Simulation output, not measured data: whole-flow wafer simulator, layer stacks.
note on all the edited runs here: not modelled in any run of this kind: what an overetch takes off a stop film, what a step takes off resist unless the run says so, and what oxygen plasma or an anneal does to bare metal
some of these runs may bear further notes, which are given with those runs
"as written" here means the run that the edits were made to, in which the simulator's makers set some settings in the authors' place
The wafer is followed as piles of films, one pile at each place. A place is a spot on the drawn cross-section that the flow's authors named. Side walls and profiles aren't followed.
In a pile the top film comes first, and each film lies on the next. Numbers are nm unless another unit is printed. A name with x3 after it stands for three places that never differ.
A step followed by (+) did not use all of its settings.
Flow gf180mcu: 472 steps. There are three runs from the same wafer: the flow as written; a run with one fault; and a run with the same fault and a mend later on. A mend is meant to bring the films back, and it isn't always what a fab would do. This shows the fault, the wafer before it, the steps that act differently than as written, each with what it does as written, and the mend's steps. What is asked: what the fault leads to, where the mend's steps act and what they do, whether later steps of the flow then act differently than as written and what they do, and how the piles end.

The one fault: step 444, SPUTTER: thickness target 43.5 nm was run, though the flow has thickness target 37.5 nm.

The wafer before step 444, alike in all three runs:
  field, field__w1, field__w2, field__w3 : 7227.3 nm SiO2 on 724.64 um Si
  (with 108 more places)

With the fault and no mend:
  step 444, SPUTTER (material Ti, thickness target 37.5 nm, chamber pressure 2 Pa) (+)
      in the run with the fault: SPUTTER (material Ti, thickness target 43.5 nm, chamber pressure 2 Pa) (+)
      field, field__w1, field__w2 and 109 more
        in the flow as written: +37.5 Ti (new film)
        in the run with the fault: +43.5 Ti (new film)
  Later steps of the flow acting differently than as written (4 more steps, not shown, differ only slightly: by at most 2% or 0.5 nm, whichever is larger):
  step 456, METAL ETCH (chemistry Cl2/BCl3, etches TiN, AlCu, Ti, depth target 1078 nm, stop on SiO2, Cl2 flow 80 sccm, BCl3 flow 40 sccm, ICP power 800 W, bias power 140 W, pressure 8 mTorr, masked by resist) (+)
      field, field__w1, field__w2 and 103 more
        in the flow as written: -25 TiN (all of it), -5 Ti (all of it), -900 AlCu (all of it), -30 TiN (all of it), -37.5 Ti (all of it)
        in the run with the fault: -25 TiN (all of it), -5 Ti (all of it), -900 AlCu (all of it), -30 TiN (all of it), -43.5 Ti (all of it)
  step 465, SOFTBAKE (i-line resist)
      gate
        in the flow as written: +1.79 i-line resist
        in the run with the fault: -0.31 i-line resist
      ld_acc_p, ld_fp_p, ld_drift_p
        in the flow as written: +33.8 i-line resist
        in the run with the fault: +27.2 i-line resist
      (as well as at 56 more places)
  By the end, the piles at field__w8, contact, m1, m1__w1, pad, m1_nw depart from the flow's by more than 2% or 0.5 nm, whichever is larger.
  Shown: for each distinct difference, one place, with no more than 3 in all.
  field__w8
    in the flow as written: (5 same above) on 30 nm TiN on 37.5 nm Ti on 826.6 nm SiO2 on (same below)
    in the run with the fault: (5 same above) on 30 nm TiN on 43.5 nm Ti on 826.6 nm SiO2 on (same below)
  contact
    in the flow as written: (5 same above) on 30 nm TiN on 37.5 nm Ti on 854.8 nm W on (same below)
    in the run with the fault: (5 same above) on 30 nm TiN on 43.5 nm Ti on 854.8 nm W on (same below)
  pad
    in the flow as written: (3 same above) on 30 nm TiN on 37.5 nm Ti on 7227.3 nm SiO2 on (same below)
    in the run with the fault: (3 same above) on 30 nm TiN on 43.5 nm Ti on 7227.3 nm SiO2 on (same below)

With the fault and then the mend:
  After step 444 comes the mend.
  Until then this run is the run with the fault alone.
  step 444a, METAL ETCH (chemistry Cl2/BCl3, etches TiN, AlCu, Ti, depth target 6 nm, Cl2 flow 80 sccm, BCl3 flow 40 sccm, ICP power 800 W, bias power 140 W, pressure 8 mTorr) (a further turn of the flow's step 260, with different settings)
      field, field__w1, field__w2 and 109 more
        -6 Ti
  Later steps of the flow that are run all act as written at every place that is followed.
  By the end, the piles equal the flow's at every place that both follow.
